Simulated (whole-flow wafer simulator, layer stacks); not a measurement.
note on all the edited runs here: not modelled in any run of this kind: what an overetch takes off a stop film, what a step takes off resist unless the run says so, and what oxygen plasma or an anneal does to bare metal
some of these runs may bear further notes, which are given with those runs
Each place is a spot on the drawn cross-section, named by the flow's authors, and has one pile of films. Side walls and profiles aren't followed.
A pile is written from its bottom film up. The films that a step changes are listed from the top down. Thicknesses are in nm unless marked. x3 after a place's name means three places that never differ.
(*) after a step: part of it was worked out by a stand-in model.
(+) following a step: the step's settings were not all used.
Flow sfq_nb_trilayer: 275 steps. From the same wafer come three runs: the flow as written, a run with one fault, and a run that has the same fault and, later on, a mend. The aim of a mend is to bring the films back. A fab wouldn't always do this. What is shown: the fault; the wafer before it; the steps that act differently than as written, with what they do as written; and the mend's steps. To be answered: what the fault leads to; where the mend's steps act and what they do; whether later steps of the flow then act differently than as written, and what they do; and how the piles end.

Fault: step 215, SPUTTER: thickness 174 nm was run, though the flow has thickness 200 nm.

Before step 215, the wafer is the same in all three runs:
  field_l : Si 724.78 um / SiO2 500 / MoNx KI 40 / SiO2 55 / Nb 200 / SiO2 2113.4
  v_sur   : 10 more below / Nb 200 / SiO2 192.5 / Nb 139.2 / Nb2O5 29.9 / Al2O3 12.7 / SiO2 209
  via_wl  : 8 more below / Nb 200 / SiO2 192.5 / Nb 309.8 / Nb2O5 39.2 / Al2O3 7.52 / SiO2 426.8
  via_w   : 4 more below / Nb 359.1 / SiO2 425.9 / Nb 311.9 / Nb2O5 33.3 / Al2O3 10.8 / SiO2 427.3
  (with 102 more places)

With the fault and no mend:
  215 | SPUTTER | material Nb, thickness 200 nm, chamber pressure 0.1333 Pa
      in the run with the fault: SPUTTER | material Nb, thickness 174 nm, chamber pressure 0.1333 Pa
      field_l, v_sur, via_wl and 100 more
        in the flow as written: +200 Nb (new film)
        in the run with the fault: +174 Nb (new film)
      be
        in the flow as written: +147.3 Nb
        in the run with the fault: +128.4 Nb
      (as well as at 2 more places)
  Steps later in the flow that act otherwise than as written (not shown: 6 more steps that differ only slightly, by at most 2% or 0.5 nm, whichever is larger):
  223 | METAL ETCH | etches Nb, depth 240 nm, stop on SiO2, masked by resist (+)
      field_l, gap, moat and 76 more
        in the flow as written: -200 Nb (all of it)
        in the run with the fault: -174 Nb (all of it)
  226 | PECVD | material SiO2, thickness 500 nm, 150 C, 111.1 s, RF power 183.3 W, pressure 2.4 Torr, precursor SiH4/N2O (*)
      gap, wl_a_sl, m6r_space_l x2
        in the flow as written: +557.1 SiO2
        in the run with the fault: +531.1 SiO2
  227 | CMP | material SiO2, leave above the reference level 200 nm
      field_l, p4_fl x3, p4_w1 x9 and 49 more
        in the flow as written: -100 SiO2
        in the run with the fault: -126 SiO2
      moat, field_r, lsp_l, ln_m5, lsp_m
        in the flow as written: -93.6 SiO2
        in the run with the fault: -120.4 SiO2
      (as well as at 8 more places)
  By the end, the piles at v_sur, via_wl, via_w and 62 more depart from the flow's by more than 2% or 0.5 nm, whichever is larger.
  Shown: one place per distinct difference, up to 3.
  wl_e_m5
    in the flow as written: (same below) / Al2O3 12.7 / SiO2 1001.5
    in the run with the fault: (same below) / Al2O3 12.7 / SiO2 975.5
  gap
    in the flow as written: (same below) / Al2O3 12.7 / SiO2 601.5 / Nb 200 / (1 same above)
    in the run with the fault: (same below) / Al2O3 12.7 / SiO2 575.5 / Nb 200 / (1 same above)
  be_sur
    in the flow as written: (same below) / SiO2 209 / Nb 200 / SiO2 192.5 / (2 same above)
    in the run with the fault: (same below) / SiO2 209 / Nb 174 / SiO2 192.5 / (2 same above)

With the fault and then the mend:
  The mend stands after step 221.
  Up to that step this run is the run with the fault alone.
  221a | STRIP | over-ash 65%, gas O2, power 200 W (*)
      ln_m5, p4_fl x3, p4_w1 x9 and 48 more
        -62 anti-reflective coat (all of it)
      field_r, lsp_m, lsp_r, l0_sur, l0v, wl_a_sl, wl_a_sr, wl_g_sr
        -61.9 anti-reflective coat (all of it)
      wl_j_sl, wl_j_sr
        -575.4 KrF resist (all of it), -60.2 anti-reflective coat (all of it)
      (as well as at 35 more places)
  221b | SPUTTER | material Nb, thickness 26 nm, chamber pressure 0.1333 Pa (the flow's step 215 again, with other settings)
      field_l, v_sur, via_wl and 98 more
        +26 Nb
      ce_l, ce_r
        +25.1 Nb
      be
        +16.4 Nb
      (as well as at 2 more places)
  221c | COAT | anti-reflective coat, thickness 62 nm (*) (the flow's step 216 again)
      ln_m5, p4_fl x3, p4_w1 x9 and 52 more
        +62 anti-reflective coat (new film)
      field_r, lsp_m, ln_m6 and 7 more
        +61.9 anti-reflective coat (new film)
      field_l, v_sur
        +61.6 anti-reflective coat (new film)
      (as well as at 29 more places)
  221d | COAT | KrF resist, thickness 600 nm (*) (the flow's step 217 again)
      lsp_r, p4_fl x3, p4_w1 x9 and 35 more
        +600 KrF resist (new film)
      l0_sur, l0v, wl_b_m5 and 14 more
        +599.9 KrF resist (new film)
      sp_r, wl_a_sr, wl_g_sr
        +599.7 KrF resist (new film)
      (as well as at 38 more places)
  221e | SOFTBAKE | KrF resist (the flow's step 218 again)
      does not change any film at any place that is followed
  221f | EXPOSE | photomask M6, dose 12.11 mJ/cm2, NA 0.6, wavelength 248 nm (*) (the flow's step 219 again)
      does not change any film at any place that is followed
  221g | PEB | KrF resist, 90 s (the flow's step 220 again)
      field_l, v_sur, via_wl and 80 more
        -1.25 KrF resist
      moat, field_r, lsp_l, ln_m5, wl_jj, r5r_spacepad_l, r5r_spacepad_r
        -1.26 KrF resist
      via_v, wire, be_sur, gap
        -1.23 KrF resist
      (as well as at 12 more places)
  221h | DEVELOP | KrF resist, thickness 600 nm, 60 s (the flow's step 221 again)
      l0_sur, p4_fl x3, p4_w1 x9 and 33 more
        -598.7 KrF resist (all of it)
      v_sur, via_wl, via_w and 24 more
        -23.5 KrF resist
      l0v, wl_b_sl, wl_b_m5 and 13 more
        -598.6 KrF resist (all of it)
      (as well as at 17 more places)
  Every later step of the flow that is run acts as written, at every place that is followed, to within 2% or 0.5 nm, whichever is larger.
  At the end the piles are close to the flow's at the places that both follow, differing by at most 2% or 0.5 nm, whichever is larger.
